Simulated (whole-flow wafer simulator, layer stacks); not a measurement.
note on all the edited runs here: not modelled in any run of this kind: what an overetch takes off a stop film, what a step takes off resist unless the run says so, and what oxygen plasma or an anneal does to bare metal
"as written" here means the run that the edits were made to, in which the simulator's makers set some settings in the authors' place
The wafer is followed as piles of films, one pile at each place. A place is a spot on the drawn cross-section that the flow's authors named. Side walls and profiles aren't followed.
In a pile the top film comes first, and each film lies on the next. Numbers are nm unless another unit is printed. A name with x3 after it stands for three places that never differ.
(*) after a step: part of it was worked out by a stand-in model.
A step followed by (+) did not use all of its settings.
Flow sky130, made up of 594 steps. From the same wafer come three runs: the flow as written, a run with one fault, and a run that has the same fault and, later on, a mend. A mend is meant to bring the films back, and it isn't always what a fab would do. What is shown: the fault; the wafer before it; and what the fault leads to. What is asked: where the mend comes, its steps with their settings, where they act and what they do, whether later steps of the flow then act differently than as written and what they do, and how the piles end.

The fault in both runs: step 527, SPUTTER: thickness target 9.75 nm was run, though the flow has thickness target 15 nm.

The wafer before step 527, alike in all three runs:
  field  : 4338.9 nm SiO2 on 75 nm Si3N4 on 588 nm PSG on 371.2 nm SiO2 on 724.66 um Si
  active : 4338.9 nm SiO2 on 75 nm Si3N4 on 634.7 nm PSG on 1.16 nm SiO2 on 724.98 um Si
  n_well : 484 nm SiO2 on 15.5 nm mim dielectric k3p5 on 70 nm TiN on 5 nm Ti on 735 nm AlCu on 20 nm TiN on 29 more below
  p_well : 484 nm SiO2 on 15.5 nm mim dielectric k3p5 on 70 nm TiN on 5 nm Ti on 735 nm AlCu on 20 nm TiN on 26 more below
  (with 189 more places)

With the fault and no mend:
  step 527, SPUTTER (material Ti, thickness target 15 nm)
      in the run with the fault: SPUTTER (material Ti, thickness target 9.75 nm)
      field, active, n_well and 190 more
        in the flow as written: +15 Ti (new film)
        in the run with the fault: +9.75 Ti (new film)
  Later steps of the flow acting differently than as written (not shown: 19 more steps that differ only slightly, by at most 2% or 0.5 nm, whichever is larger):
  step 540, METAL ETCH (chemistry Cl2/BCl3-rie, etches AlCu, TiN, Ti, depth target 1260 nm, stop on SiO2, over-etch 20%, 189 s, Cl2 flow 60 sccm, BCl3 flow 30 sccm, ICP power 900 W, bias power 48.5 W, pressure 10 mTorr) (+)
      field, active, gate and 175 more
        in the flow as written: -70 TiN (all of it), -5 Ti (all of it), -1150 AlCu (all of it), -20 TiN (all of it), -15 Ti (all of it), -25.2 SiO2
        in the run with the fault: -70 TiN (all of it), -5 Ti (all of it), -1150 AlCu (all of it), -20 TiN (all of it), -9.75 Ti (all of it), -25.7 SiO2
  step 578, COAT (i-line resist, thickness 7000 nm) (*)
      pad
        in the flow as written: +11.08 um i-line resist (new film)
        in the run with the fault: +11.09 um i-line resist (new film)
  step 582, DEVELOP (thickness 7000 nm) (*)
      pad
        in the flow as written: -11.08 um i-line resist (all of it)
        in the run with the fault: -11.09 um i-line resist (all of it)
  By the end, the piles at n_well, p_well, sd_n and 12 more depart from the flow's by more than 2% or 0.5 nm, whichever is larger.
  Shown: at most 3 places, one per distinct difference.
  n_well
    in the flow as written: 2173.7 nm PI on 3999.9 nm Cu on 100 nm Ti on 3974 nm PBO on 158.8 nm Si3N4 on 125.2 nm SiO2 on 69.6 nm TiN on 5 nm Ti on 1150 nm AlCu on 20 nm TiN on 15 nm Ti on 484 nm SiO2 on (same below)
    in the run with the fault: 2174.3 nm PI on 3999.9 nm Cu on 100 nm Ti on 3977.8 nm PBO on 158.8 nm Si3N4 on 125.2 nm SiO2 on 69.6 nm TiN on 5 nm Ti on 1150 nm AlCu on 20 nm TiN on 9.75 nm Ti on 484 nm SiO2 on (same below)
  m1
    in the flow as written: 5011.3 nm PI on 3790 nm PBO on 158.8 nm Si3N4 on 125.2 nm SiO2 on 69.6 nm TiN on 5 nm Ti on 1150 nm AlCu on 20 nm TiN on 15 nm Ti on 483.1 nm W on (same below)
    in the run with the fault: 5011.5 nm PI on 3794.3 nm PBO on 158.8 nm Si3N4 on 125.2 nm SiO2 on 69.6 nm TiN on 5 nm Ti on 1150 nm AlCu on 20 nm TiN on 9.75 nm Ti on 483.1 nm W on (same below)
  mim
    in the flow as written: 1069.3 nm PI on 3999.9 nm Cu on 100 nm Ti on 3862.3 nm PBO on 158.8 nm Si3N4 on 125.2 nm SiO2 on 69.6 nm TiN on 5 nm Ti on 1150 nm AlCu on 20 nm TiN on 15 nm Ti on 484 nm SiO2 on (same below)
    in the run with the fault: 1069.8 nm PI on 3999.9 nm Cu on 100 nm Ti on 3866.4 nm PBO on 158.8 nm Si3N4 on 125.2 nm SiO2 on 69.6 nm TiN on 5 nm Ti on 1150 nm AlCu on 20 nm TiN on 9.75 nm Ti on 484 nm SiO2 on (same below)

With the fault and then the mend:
  The mend stands after step 527.
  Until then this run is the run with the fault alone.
  step 527a, SPUTTER (material Ti, thickness target 5.25 nm) (a further turn of the flow's step 527, with different settings)
      field, active, n_well and 190 more
        +5.25 Ti
  Later steps of the flow that are run all act as written at every place that is followed.
  By the end, the piles equal the flow's at every place that both follow.
